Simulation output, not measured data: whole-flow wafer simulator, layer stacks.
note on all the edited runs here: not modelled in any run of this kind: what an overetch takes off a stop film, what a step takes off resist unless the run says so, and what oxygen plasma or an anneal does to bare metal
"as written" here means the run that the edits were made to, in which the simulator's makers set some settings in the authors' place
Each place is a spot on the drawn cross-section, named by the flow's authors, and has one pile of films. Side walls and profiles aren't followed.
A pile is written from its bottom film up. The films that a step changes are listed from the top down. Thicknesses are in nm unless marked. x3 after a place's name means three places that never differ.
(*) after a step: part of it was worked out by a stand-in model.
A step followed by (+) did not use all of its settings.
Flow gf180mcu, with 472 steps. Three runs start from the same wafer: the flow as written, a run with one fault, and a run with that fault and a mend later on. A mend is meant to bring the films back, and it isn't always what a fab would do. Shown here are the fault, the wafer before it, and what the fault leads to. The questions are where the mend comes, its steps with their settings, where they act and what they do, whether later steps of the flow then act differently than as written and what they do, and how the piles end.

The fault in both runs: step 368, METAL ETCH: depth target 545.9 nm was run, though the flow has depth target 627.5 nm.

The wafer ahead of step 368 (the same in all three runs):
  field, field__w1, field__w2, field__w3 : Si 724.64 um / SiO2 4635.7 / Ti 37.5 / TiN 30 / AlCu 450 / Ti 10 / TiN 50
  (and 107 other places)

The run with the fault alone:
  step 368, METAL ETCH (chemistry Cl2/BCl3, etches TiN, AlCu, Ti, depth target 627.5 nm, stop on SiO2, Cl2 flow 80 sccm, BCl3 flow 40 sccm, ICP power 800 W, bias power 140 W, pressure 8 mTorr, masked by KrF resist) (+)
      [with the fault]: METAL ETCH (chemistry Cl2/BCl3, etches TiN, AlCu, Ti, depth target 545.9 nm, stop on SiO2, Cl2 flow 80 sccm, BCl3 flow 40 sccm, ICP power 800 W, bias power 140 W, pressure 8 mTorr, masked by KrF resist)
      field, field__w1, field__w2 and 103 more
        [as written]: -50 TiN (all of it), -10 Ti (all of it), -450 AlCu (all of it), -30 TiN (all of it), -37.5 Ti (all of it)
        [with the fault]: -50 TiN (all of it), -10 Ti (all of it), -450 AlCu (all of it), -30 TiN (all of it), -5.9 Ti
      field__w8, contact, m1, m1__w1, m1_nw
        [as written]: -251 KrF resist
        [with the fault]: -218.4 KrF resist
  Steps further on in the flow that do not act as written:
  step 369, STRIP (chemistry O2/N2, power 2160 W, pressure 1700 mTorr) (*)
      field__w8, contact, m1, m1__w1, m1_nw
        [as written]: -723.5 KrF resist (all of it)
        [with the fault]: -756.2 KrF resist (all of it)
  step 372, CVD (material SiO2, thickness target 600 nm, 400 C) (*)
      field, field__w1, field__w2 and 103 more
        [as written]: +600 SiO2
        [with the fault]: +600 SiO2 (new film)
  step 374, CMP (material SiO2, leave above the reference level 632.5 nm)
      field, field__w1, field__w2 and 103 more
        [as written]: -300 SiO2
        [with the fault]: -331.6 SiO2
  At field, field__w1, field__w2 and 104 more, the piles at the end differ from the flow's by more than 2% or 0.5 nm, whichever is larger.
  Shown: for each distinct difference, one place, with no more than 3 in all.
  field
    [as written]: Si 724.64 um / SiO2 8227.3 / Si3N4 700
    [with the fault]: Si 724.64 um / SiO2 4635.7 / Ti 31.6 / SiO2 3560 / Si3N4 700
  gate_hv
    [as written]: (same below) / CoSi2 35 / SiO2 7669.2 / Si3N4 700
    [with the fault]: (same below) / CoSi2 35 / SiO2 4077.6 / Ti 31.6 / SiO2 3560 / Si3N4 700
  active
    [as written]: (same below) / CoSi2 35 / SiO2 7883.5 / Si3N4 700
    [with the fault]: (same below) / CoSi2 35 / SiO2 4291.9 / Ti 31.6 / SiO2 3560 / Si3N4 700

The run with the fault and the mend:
  The mend follows step 368.
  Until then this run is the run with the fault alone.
  step 368a, METAL ETCH (chemistry Cl2/BCl3, etches TiN, AlCu, Ti, depth target 81.6 nm, stop on SiO2, Cl2 flow 80 sccm, BCl3 flow 40 sccm, ICP power 800 W, bias power 140 W, pressure 8 mTorr, masked by KrF resist) (+) (the flow's step 368 again, with other settings)
      field, field__w1, field__w2 and 103 more
        -31.6 Ti (all of it)
      field__w8, contact, m1, m1__w1, m1_nw
        -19 KrF resist
  Every later step of the flow that is run acts as written, at every place that is followed, to within 2% or 0.5 nm, whichever is larger.
  By the end, the piles equal the flow's at every place that both follow.
